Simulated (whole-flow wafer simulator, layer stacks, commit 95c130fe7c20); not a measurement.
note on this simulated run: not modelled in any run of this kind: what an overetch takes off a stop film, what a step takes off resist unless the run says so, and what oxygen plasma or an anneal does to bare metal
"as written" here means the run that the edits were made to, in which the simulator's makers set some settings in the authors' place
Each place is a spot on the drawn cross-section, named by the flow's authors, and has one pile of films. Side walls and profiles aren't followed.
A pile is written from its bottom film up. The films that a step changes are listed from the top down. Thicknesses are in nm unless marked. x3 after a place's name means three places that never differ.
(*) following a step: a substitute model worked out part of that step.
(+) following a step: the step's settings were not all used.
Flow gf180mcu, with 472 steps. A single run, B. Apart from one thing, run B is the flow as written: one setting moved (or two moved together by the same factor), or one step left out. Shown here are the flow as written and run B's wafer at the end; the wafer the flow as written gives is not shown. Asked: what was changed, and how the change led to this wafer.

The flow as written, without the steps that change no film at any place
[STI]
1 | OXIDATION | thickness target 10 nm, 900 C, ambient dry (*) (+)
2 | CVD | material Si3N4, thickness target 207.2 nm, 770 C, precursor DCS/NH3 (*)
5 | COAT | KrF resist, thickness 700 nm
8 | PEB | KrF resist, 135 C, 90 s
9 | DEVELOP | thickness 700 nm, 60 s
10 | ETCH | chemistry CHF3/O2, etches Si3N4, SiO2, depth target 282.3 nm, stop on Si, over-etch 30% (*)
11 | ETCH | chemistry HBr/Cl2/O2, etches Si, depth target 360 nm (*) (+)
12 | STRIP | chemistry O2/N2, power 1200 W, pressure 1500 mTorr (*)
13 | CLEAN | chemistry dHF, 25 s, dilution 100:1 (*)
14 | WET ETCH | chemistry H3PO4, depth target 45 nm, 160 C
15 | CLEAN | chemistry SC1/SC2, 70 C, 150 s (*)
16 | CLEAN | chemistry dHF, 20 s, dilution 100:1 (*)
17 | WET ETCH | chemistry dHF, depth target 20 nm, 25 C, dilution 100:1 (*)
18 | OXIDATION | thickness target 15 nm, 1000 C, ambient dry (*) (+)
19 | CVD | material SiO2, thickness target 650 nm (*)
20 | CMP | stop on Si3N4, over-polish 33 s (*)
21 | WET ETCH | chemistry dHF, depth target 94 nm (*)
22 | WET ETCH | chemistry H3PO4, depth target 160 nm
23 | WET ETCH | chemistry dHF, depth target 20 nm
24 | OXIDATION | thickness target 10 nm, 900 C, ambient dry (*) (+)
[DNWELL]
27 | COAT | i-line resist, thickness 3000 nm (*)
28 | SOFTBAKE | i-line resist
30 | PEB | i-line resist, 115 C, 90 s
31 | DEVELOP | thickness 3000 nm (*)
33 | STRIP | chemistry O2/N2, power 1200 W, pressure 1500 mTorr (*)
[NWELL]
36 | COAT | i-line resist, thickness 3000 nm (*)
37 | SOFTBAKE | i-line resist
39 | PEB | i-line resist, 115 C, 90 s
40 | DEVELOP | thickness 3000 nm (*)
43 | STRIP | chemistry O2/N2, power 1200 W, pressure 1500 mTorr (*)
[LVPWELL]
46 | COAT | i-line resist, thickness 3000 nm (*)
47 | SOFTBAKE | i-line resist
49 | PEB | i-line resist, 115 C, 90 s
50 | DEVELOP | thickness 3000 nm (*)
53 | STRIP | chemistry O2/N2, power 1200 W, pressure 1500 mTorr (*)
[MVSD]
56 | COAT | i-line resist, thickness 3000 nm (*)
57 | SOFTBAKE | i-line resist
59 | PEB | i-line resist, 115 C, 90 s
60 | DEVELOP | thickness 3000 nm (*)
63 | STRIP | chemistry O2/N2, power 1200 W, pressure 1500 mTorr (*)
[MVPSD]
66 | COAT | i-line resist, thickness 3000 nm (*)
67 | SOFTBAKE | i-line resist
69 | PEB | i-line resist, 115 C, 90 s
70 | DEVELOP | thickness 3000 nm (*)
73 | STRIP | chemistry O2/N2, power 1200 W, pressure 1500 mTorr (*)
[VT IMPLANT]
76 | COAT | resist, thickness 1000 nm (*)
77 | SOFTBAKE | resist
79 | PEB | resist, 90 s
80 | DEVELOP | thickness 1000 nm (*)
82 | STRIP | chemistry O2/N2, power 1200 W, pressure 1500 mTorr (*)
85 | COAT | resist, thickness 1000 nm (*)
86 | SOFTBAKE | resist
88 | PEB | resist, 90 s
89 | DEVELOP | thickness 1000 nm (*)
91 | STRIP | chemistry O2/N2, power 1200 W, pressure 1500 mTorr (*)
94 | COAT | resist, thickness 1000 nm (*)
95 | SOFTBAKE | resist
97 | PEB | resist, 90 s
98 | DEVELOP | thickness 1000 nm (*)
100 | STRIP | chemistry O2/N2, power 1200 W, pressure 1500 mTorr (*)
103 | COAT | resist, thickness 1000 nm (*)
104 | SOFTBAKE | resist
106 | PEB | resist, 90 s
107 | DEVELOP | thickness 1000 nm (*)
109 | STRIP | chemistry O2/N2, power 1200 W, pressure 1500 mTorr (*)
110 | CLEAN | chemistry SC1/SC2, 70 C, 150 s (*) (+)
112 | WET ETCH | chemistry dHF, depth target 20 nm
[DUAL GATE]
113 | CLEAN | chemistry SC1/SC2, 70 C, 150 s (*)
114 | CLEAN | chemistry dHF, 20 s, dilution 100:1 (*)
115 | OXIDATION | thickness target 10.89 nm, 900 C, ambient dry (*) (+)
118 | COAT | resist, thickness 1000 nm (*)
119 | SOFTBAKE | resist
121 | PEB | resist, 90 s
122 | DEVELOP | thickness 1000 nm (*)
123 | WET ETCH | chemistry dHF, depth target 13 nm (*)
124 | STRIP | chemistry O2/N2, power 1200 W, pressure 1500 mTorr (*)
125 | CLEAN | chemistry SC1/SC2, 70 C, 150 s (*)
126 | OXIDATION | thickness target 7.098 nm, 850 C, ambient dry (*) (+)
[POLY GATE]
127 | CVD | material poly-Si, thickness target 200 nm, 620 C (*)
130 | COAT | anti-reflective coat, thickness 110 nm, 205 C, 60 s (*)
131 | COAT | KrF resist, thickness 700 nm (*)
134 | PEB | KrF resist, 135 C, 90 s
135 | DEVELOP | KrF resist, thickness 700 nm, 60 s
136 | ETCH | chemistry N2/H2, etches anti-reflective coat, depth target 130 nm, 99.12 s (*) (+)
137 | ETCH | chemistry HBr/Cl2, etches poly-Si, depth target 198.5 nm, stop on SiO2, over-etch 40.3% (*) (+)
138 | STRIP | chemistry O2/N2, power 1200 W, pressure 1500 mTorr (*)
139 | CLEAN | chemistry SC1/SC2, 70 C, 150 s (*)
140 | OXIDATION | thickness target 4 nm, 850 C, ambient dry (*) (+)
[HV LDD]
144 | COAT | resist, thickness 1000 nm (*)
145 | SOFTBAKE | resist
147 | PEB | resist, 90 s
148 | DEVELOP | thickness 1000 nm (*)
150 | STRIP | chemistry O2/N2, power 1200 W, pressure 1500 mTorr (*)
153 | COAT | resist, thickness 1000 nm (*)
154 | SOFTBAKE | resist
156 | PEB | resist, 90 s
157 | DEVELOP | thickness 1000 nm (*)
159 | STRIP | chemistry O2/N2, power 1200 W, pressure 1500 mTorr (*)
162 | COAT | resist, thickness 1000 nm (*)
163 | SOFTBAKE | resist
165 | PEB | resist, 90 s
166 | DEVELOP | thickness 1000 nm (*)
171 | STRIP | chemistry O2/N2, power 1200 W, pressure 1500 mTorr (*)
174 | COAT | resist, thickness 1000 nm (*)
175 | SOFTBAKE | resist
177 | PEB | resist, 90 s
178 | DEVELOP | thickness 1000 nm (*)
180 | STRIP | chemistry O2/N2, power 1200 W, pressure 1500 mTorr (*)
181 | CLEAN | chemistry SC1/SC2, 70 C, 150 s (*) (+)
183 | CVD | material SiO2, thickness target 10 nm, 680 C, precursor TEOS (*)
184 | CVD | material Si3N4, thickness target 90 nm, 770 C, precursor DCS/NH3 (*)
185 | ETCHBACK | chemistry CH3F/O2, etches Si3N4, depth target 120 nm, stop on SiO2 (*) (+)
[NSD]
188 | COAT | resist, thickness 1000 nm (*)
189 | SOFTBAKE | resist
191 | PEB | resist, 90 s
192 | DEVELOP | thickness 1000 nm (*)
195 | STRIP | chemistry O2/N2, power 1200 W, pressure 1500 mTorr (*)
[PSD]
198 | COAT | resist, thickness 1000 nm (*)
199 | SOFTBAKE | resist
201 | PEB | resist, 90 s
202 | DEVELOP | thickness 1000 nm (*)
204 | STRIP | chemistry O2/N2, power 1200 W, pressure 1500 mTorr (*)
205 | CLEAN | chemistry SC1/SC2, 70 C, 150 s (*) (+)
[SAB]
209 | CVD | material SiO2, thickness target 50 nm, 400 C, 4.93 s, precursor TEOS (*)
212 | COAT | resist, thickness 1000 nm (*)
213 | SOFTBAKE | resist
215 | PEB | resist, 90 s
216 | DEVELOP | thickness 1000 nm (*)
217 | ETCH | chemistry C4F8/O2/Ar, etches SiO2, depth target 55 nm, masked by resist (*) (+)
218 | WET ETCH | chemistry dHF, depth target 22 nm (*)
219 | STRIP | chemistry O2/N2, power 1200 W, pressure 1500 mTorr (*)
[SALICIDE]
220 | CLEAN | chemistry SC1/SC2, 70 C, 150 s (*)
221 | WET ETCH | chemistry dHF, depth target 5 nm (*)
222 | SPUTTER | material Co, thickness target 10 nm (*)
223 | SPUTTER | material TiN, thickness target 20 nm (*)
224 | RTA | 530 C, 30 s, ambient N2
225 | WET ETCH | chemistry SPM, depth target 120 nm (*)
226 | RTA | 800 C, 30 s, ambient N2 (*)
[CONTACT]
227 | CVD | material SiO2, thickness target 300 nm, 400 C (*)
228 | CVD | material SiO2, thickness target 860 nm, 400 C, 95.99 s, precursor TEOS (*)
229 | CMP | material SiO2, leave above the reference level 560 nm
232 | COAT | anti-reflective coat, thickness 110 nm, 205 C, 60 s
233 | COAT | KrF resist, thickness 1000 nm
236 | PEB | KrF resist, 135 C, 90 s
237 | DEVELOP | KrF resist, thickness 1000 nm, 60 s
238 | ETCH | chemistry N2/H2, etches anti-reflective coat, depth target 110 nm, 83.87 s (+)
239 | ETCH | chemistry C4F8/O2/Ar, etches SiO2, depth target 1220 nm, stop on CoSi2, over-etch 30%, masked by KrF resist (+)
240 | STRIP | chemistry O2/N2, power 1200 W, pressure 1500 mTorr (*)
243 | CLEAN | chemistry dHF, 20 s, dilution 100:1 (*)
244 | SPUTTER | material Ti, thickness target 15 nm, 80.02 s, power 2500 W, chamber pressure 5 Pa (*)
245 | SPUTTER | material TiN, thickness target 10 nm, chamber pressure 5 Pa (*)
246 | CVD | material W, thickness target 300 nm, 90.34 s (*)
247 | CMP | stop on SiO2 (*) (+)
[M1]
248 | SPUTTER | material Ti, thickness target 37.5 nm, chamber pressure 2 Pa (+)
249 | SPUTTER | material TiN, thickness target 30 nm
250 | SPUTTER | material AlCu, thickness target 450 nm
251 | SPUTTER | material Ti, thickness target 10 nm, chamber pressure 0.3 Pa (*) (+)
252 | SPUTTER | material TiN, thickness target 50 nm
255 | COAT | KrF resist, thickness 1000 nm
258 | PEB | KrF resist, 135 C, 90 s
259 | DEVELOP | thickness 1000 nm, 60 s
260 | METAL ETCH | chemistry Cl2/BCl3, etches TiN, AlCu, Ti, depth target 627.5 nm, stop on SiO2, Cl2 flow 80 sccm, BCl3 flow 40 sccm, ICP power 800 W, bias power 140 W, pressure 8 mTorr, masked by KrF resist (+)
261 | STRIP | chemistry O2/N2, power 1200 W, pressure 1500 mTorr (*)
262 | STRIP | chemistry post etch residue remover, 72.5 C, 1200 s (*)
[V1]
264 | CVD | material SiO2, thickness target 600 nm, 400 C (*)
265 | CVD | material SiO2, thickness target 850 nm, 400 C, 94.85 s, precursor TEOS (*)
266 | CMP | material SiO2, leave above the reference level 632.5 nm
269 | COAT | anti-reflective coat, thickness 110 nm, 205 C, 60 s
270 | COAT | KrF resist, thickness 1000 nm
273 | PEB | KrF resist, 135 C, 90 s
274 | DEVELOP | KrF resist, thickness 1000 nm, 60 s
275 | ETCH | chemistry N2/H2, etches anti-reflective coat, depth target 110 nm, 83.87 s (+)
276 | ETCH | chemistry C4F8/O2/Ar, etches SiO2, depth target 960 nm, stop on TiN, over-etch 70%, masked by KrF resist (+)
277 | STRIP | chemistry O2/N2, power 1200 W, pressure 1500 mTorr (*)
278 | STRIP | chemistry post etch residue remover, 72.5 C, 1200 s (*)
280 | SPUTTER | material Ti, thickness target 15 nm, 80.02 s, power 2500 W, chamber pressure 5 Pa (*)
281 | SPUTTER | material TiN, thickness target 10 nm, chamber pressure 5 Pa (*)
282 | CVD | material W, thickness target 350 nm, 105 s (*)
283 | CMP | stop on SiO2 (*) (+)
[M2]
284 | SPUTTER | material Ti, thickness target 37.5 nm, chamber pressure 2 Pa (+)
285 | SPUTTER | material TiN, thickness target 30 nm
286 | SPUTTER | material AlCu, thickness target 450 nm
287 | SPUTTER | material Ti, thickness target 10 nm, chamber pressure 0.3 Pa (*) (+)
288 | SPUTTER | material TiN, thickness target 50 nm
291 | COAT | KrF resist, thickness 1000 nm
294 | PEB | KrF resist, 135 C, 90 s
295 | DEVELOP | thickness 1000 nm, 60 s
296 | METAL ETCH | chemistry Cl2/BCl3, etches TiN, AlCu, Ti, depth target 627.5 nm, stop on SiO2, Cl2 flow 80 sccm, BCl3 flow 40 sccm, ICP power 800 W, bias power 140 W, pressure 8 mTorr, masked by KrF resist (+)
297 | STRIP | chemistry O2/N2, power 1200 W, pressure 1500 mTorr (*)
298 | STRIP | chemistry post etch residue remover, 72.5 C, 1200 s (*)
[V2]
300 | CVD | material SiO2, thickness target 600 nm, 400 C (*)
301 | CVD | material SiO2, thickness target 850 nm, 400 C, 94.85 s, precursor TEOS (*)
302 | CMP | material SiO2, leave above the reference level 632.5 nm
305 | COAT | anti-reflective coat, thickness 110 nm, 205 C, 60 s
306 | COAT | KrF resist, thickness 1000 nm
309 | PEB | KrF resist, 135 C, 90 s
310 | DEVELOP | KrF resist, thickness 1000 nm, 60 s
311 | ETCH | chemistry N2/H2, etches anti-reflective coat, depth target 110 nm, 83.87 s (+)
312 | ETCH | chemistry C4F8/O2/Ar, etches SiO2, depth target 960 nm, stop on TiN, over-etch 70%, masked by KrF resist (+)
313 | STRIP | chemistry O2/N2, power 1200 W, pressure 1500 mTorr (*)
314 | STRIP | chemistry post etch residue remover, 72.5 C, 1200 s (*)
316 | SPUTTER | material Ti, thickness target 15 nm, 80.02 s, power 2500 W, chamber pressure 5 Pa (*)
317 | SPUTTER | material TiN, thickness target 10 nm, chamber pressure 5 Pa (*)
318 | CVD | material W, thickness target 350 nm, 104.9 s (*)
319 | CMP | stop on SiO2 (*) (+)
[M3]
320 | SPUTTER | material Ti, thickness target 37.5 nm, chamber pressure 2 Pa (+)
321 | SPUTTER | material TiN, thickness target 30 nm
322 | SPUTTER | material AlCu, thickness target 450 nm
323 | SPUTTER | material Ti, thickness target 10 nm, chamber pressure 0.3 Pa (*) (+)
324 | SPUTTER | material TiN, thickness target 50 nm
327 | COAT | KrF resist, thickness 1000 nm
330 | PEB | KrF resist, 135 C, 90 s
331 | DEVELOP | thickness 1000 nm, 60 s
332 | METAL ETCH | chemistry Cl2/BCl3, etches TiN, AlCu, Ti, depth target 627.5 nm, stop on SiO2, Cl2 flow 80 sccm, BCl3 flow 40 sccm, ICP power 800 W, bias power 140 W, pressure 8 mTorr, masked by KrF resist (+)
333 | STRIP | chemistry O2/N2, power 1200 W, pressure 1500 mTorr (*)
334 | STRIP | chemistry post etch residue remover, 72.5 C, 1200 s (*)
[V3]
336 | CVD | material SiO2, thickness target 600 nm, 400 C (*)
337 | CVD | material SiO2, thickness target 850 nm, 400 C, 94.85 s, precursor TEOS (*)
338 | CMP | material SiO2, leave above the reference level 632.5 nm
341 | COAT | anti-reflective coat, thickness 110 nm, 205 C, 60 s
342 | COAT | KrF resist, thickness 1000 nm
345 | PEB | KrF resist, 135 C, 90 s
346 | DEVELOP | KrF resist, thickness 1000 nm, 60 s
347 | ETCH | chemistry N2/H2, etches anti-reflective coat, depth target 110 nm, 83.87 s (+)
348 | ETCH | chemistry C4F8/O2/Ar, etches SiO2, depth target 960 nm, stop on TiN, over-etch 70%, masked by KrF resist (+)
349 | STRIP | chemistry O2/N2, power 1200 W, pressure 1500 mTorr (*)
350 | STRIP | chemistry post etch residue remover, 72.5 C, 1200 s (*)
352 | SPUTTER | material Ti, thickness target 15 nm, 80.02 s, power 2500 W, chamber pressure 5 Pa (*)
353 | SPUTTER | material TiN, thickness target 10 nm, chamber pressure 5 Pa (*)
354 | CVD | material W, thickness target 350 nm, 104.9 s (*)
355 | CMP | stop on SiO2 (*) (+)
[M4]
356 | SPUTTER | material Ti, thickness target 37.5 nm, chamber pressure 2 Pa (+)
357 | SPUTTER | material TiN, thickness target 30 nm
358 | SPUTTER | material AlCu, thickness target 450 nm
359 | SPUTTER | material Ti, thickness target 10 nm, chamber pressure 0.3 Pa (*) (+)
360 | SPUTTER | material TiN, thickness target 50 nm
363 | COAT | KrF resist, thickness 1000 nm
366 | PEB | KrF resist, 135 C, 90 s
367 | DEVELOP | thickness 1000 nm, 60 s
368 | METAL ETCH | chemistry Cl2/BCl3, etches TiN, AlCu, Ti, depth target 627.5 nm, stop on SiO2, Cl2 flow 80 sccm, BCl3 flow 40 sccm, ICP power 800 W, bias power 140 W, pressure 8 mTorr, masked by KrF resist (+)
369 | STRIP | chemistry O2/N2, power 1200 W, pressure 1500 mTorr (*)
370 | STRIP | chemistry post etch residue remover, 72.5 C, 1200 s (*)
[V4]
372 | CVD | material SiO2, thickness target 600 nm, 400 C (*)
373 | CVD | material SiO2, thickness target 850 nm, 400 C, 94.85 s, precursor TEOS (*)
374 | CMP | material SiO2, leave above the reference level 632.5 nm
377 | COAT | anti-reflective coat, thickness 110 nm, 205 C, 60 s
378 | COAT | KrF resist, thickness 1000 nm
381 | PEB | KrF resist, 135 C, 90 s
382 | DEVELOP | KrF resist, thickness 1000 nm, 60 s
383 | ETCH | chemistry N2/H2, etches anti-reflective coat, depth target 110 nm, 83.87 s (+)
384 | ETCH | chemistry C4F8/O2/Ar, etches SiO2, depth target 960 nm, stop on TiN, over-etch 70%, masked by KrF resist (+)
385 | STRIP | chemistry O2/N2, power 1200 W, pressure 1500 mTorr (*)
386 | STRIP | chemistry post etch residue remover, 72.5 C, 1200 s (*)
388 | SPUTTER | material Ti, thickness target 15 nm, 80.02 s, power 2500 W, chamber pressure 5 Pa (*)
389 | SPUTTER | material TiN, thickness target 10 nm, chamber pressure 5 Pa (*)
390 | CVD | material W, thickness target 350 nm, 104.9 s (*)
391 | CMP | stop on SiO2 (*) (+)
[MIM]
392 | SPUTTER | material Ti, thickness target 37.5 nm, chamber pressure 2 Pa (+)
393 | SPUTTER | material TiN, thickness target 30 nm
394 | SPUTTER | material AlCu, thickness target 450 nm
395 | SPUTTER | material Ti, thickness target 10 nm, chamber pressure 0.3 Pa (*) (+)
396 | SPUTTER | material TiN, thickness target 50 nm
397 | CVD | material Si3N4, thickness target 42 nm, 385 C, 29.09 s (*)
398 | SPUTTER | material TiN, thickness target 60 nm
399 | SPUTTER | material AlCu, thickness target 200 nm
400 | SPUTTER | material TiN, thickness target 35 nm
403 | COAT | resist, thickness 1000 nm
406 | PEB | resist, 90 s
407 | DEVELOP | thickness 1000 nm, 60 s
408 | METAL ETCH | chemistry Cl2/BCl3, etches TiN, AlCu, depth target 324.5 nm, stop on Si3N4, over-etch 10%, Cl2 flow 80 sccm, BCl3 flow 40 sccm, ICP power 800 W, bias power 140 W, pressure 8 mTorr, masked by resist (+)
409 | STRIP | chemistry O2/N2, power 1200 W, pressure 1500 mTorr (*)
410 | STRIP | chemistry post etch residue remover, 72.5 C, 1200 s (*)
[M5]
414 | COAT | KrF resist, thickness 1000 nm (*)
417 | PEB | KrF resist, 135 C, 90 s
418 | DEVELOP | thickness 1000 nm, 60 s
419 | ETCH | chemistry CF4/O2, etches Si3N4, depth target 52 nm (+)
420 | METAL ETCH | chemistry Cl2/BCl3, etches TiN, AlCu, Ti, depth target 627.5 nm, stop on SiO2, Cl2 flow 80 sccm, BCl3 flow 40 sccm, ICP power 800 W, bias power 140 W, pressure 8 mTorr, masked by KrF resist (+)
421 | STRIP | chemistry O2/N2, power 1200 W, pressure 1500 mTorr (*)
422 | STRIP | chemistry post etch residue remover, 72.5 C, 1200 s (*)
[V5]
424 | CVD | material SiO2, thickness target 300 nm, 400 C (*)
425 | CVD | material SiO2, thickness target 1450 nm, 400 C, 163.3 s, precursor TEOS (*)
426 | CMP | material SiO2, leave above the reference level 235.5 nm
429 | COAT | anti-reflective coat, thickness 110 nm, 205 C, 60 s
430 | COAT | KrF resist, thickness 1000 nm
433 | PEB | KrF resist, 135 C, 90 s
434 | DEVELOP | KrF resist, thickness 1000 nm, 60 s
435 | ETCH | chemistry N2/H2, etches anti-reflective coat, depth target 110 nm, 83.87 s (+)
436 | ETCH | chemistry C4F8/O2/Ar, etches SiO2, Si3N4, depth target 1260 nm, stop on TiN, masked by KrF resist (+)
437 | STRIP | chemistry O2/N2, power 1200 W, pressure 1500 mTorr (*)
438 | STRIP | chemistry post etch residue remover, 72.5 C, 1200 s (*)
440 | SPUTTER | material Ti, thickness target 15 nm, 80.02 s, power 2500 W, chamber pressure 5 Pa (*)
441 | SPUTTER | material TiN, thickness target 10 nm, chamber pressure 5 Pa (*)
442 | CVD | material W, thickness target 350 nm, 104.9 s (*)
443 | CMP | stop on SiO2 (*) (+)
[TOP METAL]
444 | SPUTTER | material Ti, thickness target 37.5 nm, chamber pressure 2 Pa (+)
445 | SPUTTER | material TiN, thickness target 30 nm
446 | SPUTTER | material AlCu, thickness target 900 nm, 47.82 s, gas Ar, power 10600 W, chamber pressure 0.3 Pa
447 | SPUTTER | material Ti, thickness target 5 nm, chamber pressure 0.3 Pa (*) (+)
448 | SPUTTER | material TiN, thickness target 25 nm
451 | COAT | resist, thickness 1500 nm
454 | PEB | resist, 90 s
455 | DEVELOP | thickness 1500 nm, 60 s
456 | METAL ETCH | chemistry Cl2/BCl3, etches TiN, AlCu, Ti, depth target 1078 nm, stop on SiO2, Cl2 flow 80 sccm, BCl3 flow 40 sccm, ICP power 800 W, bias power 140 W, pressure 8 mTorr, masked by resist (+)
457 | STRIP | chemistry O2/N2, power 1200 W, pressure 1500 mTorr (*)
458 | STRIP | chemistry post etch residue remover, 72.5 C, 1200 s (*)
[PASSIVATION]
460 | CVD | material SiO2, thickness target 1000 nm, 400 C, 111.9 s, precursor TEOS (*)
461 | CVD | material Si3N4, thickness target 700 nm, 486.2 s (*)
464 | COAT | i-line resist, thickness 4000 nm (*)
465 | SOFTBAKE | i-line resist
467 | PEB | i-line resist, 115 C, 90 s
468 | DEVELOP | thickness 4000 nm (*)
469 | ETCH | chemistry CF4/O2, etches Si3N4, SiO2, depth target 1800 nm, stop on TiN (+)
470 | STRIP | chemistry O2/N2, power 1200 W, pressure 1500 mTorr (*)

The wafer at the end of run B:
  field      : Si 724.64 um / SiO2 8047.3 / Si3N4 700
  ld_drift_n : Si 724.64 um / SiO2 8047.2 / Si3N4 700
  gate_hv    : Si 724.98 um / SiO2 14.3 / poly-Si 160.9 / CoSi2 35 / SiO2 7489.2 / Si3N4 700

What caused this: step 394, SPUTTER: thickness target 270 nm was run, while the flow as written has thickness target 450 nm.

How this came from the change, step by step:
  394 | SPUTTER | material AlCu, thickness target 450 nm
      field, field__w1, field__w2 and 108 more: AlCu gains 270 (new film) (it would be, as written: AlCu gains 450 (new film))
  420 | METAL ETCH | chemistry Cl2/BCl3, etches TiN, AlCu, Ti, depth target 627.5 nm, stop on SiO2, Cl2 flow 80 sccm, BCl3 flow 40 sccm, ICP power 800 W, bias power 140 W, pressure 8 mTorr, masked by KrF resist (+)
      field, field__w1, field__w2 and 101 more: TiN loses 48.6 (all of it), Ti loses 10 (all of it), AlCu loses 270 (all of it), TiN loses 30 (all of it), Ti loses 37.5 (all of it) (it would be, as written: TiN loses 48.6 (all of it), Ti loses 10 (all of it), AlCu loses 450 (all of it), TiN loses 30 (all of it), Ti loses 37.5 (all of it))
      field__w4, field__w8, contact, m1, m1__w1, mim, mim_1p0, m1_nw: KrF resist loses 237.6 (it would be, as written: KrF resist loses 251)
  421 | STRIP | chemistry O2/N2, power 1200 W, pressure 1500 mTorr (*)
      mim: KrF resist loses 472.3 (all of it) (it would be, as written: KrF resist loses 458.9 (all of it))
  426 | CMP | material SiO2, leave above the reference level 235.5 nm
      field, field__w1, field__w5 and 92 more: SiO2 loses 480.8 (it would be, as written: SiO2 loses 300.8)
      field__w2, field__w3, field__w12 and 6 more: SiO2 loses 460.9 (it would be, as written: SiO2 loses 272.7)
